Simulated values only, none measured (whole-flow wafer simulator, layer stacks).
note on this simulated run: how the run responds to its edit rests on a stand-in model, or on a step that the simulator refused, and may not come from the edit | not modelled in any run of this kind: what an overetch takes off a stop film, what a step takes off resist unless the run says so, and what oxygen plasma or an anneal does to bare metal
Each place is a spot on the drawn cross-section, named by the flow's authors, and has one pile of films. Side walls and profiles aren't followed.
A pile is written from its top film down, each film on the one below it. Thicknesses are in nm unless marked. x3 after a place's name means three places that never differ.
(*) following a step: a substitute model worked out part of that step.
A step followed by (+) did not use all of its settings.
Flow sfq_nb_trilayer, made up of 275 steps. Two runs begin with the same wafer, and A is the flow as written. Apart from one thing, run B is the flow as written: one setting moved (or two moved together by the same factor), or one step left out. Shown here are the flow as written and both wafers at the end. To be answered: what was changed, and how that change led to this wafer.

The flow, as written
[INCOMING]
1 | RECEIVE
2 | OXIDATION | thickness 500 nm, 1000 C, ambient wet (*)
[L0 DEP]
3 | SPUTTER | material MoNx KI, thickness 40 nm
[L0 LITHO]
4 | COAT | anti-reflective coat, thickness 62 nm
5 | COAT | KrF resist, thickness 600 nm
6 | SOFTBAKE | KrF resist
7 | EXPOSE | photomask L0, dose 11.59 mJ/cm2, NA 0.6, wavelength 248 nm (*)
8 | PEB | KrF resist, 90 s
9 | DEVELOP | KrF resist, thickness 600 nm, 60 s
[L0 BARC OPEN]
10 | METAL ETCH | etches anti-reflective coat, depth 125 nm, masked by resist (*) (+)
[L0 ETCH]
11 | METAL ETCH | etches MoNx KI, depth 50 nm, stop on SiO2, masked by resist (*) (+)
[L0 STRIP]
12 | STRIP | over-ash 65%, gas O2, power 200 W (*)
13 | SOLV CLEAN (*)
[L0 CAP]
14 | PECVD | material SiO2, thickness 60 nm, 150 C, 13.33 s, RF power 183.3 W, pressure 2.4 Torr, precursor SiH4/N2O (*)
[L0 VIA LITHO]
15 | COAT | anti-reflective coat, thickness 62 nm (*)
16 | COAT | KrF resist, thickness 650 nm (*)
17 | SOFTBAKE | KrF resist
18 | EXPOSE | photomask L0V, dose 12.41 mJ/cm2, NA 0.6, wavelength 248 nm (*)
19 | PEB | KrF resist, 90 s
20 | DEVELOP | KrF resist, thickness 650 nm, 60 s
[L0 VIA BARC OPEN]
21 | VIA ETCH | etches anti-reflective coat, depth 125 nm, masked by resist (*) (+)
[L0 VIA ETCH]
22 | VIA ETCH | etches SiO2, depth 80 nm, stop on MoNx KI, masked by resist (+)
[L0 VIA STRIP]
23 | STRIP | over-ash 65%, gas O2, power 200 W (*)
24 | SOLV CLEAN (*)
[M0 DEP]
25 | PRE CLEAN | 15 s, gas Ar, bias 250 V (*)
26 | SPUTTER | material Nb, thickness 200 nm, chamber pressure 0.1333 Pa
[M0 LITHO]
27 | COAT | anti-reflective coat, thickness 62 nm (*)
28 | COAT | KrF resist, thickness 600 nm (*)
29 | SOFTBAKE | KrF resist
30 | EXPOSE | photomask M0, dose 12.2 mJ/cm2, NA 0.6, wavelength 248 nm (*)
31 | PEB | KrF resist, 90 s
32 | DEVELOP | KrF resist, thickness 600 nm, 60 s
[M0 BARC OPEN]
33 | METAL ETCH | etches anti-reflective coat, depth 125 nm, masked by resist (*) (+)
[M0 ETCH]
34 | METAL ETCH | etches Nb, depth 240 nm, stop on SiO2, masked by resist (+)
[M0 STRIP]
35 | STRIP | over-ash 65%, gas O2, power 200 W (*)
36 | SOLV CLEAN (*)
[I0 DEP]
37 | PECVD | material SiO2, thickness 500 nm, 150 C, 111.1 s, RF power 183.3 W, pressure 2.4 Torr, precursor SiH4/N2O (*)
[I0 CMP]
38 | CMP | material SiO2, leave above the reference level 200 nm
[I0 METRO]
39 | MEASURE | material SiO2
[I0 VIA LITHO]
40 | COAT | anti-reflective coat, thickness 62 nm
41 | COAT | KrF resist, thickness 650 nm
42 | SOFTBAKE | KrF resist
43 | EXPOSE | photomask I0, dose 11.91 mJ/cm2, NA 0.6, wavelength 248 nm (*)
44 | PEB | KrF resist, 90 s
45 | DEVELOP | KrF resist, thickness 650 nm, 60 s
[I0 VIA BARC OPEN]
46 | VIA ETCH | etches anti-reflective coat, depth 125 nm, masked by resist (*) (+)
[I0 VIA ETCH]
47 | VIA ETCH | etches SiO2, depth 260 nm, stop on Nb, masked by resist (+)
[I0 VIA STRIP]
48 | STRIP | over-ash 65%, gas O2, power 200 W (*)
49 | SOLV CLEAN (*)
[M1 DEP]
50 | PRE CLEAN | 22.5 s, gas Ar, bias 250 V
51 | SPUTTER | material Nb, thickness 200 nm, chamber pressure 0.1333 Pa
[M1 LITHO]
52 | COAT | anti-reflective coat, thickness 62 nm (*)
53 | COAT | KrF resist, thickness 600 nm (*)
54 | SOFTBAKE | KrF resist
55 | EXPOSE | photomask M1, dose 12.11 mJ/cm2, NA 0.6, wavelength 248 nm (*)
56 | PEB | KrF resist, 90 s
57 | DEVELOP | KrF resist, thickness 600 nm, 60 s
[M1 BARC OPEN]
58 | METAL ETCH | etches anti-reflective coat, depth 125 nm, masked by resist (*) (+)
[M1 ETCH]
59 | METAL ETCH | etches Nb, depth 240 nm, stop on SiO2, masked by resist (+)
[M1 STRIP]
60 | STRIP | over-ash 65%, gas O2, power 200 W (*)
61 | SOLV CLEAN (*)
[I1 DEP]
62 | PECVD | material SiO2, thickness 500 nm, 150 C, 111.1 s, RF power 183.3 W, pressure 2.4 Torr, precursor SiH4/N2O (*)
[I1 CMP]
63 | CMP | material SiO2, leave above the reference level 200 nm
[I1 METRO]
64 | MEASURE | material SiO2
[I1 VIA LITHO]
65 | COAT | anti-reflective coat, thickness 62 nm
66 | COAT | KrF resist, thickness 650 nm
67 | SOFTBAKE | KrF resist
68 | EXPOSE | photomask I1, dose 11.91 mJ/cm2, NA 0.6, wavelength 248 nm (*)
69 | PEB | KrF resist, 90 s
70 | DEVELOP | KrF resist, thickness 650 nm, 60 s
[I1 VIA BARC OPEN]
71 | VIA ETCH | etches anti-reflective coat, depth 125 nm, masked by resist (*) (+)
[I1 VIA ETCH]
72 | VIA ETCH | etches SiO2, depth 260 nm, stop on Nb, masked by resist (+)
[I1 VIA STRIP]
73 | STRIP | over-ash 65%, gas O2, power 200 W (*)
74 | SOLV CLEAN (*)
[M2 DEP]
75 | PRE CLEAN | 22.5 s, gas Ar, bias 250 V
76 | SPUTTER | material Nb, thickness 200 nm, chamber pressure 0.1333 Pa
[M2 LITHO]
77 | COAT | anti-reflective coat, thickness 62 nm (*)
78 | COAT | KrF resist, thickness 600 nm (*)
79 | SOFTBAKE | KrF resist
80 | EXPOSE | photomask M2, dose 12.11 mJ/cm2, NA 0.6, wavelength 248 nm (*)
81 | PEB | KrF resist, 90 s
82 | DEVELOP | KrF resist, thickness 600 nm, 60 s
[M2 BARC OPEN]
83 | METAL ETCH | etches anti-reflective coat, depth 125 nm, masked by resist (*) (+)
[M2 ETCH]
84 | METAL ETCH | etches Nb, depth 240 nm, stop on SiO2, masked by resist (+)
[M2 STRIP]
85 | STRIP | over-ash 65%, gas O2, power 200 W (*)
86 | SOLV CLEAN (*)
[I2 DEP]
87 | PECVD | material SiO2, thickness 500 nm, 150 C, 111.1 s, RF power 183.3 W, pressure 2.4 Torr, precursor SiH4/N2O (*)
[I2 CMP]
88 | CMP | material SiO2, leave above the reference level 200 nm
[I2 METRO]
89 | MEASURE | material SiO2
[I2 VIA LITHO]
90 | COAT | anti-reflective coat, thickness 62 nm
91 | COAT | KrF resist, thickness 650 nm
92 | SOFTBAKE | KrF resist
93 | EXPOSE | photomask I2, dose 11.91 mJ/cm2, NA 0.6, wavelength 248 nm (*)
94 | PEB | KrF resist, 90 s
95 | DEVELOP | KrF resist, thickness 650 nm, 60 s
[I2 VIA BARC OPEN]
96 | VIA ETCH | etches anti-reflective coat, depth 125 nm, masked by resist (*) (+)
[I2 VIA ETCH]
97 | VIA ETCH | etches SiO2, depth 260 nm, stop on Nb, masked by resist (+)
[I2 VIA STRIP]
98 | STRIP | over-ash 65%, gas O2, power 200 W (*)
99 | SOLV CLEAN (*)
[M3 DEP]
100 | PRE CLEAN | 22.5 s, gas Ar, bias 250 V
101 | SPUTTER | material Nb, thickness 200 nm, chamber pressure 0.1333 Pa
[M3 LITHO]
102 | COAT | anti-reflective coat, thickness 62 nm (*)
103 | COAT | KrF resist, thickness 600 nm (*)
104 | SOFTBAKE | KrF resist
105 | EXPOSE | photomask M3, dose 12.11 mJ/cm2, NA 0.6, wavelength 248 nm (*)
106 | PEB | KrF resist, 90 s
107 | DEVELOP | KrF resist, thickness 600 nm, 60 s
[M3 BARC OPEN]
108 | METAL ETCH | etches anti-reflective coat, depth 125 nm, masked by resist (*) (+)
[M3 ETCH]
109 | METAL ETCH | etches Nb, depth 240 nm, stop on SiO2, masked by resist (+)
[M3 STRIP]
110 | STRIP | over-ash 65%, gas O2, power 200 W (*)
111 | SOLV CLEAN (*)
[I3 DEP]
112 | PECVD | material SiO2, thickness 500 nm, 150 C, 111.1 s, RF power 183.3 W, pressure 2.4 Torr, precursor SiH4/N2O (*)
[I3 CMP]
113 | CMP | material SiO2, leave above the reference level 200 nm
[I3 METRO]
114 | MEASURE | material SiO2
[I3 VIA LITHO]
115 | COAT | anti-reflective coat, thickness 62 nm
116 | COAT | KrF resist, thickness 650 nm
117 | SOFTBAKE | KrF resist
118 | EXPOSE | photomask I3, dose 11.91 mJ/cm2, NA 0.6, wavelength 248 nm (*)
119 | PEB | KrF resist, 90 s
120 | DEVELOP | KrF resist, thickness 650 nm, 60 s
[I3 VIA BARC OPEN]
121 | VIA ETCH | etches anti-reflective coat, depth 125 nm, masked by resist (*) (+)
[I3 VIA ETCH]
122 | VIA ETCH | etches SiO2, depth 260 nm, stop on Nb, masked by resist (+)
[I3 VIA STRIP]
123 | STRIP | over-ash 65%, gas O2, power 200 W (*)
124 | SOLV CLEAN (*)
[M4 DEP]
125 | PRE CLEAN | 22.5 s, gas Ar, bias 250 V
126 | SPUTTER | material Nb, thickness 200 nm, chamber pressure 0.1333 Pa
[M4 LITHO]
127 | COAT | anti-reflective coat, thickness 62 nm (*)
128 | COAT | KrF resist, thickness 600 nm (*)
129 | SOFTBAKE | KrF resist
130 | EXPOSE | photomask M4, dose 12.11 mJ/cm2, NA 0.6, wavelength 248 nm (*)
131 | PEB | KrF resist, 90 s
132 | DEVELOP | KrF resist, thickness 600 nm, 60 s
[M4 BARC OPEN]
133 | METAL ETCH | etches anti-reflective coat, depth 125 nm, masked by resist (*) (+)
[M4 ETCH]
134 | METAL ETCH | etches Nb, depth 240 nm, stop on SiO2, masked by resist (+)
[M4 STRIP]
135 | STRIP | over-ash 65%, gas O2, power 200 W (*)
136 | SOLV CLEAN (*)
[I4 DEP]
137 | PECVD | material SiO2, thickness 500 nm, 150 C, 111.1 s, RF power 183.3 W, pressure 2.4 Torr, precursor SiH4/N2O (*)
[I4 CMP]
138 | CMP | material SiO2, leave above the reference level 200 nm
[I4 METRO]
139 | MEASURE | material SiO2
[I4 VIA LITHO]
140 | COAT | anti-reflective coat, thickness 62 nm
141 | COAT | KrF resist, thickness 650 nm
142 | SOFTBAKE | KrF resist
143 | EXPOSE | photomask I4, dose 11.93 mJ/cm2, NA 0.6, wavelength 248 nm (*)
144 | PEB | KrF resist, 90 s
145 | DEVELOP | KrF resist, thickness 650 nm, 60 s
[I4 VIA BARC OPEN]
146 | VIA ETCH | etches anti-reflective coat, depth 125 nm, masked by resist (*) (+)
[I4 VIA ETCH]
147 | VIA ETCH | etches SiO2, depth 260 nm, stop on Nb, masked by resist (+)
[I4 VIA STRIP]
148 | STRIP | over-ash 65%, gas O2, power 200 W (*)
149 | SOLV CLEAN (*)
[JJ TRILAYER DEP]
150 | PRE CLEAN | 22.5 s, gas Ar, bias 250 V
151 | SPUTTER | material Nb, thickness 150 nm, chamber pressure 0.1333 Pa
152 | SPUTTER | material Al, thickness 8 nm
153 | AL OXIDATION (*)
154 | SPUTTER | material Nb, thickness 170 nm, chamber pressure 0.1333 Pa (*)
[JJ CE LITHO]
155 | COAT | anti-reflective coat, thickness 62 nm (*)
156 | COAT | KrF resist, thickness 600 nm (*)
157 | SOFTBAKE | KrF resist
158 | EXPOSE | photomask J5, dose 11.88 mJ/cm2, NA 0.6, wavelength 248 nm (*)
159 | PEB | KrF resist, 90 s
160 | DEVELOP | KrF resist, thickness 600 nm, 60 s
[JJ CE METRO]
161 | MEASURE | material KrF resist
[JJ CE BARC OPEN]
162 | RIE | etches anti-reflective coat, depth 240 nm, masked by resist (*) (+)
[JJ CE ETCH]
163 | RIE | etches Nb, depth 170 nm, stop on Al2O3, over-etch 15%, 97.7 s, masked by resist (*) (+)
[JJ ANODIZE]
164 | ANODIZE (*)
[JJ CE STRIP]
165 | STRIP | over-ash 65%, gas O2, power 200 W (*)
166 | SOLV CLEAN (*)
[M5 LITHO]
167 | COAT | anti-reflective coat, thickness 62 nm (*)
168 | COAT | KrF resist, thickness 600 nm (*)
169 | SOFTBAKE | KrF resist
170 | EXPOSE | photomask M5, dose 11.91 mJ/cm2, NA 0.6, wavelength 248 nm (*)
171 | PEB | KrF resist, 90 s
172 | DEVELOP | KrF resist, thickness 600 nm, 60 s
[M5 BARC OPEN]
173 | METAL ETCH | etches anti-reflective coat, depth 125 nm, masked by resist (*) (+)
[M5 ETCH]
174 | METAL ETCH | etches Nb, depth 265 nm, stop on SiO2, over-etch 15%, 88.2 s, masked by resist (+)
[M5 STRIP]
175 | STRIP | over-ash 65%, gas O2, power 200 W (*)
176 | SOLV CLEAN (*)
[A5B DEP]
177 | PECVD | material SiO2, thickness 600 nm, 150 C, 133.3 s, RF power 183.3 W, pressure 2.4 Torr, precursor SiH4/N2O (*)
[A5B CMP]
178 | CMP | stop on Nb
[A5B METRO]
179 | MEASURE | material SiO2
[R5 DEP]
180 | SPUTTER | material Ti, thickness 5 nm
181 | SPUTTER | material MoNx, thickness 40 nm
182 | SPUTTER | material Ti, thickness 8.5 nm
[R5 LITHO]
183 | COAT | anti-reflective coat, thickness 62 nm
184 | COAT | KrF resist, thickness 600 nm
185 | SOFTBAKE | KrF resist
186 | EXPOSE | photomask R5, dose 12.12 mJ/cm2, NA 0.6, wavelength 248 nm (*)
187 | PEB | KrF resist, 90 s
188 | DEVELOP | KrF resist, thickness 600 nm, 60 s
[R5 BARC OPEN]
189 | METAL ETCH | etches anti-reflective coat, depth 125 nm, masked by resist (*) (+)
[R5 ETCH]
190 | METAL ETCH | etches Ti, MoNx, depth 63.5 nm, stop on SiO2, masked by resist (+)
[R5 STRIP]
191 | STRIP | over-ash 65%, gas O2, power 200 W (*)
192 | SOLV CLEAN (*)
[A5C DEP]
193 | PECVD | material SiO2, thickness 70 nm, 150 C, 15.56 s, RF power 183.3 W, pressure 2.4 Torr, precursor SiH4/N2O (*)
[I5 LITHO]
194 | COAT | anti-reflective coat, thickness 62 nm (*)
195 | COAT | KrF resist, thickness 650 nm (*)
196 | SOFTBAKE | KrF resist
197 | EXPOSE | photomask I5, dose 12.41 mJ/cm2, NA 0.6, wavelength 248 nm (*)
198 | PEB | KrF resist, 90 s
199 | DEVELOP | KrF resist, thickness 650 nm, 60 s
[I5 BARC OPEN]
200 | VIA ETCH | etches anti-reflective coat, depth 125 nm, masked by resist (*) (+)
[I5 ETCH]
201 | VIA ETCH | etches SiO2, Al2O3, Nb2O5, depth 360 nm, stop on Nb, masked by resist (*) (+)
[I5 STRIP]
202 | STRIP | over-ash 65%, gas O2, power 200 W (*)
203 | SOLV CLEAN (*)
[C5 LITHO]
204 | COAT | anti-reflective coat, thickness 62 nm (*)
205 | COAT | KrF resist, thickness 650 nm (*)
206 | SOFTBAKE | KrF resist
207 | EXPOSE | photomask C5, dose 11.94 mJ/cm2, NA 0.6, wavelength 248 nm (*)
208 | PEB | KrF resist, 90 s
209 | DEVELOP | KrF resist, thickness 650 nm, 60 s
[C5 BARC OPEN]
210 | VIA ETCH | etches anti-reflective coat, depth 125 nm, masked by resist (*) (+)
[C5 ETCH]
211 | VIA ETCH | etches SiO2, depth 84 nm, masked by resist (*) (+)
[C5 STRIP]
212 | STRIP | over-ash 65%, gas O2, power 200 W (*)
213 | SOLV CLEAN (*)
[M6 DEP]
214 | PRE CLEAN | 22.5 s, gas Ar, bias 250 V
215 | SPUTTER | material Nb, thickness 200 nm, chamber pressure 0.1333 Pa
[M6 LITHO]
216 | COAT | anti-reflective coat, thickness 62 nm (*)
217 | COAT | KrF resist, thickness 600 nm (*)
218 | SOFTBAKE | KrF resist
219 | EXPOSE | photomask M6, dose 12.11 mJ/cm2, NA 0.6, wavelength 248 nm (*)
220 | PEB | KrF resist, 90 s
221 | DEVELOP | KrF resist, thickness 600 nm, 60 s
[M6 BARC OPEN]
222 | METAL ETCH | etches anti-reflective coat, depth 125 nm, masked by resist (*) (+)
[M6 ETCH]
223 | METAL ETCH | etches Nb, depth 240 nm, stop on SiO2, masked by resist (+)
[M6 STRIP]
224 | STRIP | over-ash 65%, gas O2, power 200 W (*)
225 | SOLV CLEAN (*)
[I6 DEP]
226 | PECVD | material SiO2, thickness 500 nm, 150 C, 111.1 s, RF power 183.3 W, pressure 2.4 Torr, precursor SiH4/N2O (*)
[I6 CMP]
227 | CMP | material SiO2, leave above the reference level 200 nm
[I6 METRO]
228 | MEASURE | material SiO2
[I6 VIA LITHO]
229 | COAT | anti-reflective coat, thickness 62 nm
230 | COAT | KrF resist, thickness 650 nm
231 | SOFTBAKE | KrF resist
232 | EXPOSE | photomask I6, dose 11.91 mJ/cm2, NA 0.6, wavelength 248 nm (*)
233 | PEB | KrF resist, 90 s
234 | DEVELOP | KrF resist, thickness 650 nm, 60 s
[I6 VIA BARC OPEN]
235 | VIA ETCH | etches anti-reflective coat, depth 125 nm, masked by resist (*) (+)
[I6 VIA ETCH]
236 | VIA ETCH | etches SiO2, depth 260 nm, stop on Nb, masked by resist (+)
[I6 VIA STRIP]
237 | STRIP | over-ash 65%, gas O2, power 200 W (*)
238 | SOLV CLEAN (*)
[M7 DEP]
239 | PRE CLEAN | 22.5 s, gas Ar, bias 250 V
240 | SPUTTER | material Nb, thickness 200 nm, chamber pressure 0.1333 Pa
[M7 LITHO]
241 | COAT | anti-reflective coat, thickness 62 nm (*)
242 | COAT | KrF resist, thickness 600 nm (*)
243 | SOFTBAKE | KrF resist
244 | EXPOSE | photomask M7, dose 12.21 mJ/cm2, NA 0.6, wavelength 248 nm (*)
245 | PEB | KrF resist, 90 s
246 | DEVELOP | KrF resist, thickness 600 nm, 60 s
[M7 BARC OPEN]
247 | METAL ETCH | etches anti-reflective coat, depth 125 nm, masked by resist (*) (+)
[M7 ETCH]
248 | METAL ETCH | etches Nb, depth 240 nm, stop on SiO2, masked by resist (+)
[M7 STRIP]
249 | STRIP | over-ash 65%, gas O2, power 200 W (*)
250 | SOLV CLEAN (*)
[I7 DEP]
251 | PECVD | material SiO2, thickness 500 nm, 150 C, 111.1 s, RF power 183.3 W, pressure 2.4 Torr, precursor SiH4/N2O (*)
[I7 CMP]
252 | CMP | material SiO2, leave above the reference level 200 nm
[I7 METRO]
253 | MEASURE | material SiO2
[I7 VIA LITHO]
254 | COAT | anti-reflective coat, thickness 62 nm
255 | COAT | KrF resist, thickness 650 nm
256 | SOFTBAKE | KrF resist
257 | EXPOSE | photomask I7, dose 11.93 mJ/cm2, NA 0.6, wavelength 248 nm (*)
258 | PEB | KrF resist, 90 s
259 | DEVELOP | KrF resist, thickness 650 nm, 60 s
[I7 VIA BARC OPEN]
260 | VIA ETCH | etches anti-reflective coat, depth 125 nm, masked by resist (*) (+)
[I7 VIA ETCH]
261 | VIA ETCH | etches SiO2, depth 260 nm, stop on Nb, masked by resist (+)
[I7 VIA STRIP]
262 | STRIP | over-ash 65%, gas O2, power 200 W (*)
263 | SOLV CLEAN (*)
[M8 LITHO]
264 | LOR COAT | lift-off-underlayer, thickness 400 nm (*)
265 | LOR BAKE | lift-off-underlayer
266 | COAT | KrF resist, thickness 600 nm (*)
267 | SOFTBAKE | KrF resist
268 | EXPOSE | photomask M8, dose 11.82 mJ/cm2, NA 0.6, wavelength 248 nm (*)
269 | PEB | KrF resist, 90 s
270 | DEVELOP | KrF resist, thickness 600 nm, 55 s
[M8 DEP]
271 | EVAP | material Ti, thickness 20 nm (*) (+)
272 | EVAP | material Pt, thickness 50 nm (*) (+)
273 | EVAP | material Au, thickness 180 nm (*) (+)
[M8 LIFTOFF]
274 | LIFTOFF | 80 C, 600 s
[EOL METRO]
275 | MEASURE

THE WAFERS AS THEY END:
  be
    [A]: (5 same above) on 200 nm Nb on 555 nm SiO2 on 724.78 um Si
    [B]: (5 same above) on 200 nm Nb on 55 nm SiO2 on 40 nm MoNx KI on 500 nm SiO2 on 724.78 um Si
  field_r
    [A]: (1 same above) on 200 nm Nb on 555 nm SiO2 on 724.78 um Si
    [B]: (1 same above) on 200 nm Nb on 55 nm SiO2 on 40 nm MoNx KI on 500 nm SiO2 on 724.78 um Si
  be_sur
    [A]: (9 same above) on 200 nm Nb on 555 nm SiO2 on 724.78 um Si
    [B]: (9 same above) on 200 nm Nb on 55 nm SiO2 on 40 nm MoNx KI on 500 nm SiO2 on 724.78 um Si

Cause: step 11, METAL ETCH: etches MoNx KI, depth 50 nm, stop on SiO2, masked by resist (*) (+), was not run.

Step by step, how the change led to this:
  12 | STRIP | over-ash 65%, gas O2, power 200 W (*)
      field_l, l0_sur, l0v, l0r_line_l, l0r_line_c, l0r_line_r: A KrF resist loses 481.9 (all of it), anti-reflective coat loses 62 (all of it) | B KrF resist loses 523.6 (all of it), anti-reflective coat loses 62 (all of it)
  14 | PECVD | material SiO2, thickness 60 nm, 150 C, 13.33 s, RF power 183.3 W, pressure 2.4 Torr, precursor SiH4/N2O (*)
      v_sur, via_wl, via_w and 97 more: A SiO2 gains 60 | B SiO2 gains 60 (new film)
  15 | COAT | anti-reflective coat, thickness 62 nm (*)
      be_sur, gap, jj_sur and 8 more: A anti-reflective coat gains 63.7 (new film) | B anti-reflective coat gains 62 (new film)
      wire, be, moat, field_r: A anti-reflective coat gains 63.8 (new film) | B anti-reflective coat gains 62 (new film)
      (also at 18 further places)
  16 | COAT | KrF resist, thickness 650 nm (*)
      via_wl: A KrF resist gains 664 (new film) | B KrF resist gains 650 (new film)
      l0r_space_c: A KrF resist gains 665.9 (new film) | B KrF resist gains 650 (new film)
  21 | VIA ETCH | etches anti-reflective coat, depth 125 nm, masked by resist (*) (+)
      field_l, v_sur, via_wl and 102 more: A KrF resist loses 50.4 | B KrF resist loses 51.7
      l0v: A anti-reflective coat loses 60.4 (all of it), SiO2 loses 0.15 | B anti-reflective coat loses 62 (all of it), SiO2 loses 0.16
  23 | STRIP | over-ash 65%, gas O2, power 200 W (*)
      gap, jj_sur, ce_l, c5j, be_r, r_sur, res: A KrF resist loses 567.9 (all of it), anti-reflective coat loses 63.7 (all of it) | B KrF resist loses 559.6 (all of it), anti-reflective coat loses 62 (all of it)
      l0r_line_l, l0r_line_c, l0r_line_r: A KrF resist loses 557 (all of it), anti-reflective coat loses 59 (all of it) | B KrF resist loses 559.6 (all of it), anti-reflective coat loses 62 (all of it)
      (also at 22 further places)
  27 | COAT | anti-reflective coat, thickness 62 nm (*)
      gap, jj_sur, ce_l and 7 more: A anti-reflective coat gains 63.6 (new film) | B anti-reflective coat gains 61.9 (new film)
      be, be_sur, moat, field_r, lsp_l: A anti-reflective coat gains 63.7 (new film) | B anti-reflective coat gains 61.9 (new film)
      (also at 18 further places)
  28 | COAT | KrF resist, thickness 600 nm (*)
      via_wl: A KrF resist gains 613.6 (new film) | B KrF resist gains 599.9 (new film)
      l0r_space_c: A KrF resist gains 615.3 (new film) | B KrF resist gains 600 (new film)
  33 | METAL ETCH | etches anti-reflective coat, depth 125 nm, masked by resist (*) (+)
      moat: A anti-reflective coat loses 63.7 (all of it) | B anti-reflective coat loses 61.9 (all of it)
  35 | STRIP | over-ash 65%, gas O2, power 200 W (*)
      c5j, ce_r, sp_r, be_r: A KrF resist loses 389 (all of it), anti-reflective coat loses 63.6 (all of it) | B KrF resist loses 382.2 (all of it), anti-reflective coat loses 61.9 (all of it)
      jj_sur, ce_l: A KrF resist loses 389.1 (all of it), anti-reflective coat loses 63.6 (all of it) | B KrF resist loses 382.2 (all of it), anti-reflective coat loses 61.9 (all of it)
      (also at 26 further places)
  38 | CMP | material SiO2, leave above the reference level 200 nm
      field_l, l0_sur, l0r_line_l, l0r_line_c, l0r_line_r: A SiO2 loses 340 | B SiO2 loses 300
      l0v: A SiO2 loses 277.8 | B SiO2 loses 237.8
Taking metal films that touch as one body, be has 4 bodies (between them, from the top down: SiO2 503.2; SiO2 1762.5; SiO2 55); the flow as written gives 3 bodies (between them, from the top down: SiO2 503.2; SiO2 1762.5).
Taking metal films that touch as one body, field_r has 2 bodies (between them, from the top down: SiO2 55); the flow as written gives 1 body.
Taking metal films that touch as one body, be_sur has 5 bodies (between them, from the top down: SiO2 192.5; SiO2 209 / Al2O3 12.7 / Nb2O5 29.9; SiO2 1762.5; SiO2 55); the flow as written gives 4 bodies (between them, from the top down: SiO2 192.5; SiO2 209 / Al2O3 12.7 / Nb2O5 29.9; SiO2 1762.5).
